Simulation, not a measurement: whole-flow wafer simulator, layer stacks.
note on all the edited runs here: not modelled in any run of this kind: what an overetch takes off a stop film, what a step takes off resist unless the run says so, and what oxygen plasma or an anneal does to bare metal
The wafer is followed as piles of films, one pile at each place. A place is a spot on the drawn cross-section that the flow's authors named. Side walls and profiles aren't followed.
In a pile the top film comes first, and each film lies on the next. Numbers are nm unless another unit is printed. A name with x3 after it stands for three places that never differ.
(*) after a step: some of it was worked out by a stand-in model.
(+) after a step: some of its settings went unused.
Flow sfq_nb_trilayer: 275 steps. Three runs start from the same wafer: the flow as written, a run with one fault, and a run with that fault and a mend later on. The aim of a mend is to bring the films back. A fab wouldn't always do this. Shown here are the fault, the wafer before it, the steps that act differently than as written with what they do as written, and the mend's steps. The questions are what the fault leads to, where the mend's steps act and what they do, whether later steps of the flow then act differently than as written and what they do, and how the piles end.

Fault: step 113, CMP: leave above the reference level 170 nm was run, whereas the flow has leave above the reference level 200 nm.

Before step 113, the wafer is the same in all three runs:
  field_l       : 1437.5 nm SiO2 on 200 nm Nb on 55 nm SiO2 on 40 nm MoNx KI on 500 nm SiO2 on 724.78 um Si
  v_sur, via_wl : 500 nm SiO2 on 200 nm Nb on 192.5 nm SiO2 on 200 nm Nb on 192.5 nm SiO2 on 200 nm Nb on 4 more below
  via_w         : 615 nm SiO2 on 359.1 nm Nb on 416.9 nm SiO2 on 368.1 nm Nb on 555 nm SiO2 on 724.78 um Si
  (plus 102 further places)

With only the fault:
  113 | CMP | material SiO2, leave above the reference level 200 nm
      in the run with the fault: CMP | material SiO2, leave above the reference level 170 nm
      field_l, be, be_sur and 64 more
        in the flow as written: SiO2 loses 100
        in the run with the fault: SiO2 loses 130
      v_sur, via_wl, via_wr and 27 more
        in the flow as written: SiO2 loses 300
        in the run with the fault: SiO2 loses 330
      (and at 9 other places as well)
  Steps further on in the flow that do not act as written (4 more steps, not shown, differ only slightly: by at most 2% or 0.5 nm, whichever is larger):
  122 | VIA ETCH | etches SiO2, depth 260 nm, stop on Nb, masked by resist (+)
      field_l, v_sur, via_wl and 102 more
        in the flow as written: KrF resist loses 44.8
        in the run with the fault: KrF resist loses 43.9
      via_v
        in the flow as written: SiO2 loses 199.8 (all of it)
        in the run with the fault: SiO2 loses 169.8 (all of it)
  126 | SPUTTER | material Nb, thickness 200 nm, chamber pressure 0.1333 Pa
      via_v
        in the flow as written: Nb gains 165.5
        in the run with the fault: Nb gains 172.1
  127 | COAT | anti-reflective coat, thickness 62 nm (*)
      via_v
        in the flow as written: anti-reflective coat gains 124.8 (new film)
        in the run with the fault: anti-reflective coat gains 116.6 (new film)
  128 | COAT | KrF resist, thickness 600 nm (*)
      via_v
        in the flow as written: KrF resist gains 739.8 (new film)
        in the run with the fault: KrF resist gains 716 (new film)
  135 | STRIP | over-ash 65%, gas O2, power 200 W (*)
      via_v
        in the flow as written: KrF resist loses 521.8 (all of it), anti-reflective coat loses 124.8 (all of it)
        in the run with the fault: KrF resist loses 498.1 (all of it), anti-reflective coat loses 116.6 (all of it)
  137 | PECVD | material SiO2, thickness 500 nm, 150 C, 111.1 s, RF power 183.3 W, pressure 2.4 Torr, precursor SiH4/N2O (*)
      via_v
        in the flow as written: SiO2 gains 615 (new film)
        in the run with the fault: SiO2 gains 553.9 (new film)
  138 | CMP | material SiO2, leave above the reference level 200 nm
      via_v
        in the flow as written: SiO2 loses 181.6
        in the run with the fault: SiO2 loses 157.1
  By the end, the piles at v_sur, via_wl, via_w and 36 more depart from the flow's by more than 2% or 0.5 nm, whichever is larger.
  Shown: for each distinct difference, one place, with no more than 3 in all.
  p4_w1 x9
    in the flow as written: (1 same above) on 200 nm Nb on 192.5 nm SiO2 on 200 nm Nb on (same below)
    in the run with the fault: (1 same above) on 200 nm Nb on 162.5 nm SiO2 on 200 nm Nb on (same below)
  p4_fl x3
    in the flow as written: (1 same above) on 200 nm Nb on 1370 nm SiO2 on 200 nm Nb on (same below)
    in the run with the fault: (1 same above) on 200 nm Nb on 1340 nm SiO2 on 200 nm Nb on (same below)
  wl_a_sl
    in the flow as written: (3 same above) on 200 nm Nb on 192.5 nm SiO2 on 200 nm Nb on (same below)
    in the run with the fault: (3 same above) on 200 nm Nb on 162.5 nm SiO2 on 200 nm Nb on (same below)

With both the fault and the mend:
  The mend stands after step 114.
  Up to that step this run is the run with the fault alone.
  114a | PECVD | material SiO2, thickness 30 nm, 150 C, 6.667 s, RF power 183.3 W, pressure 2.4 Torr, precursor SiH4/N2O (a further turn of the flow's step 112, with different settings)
      field_l, v_sur, via_wl and 103 more
        SiO2 gains 30
  Every later step of the flow that is run acts as written, at every place that is followed, to within 2% or 0.5 nm, whichever is larger.
  At every place that both follow, the piles at the end match the flow's.
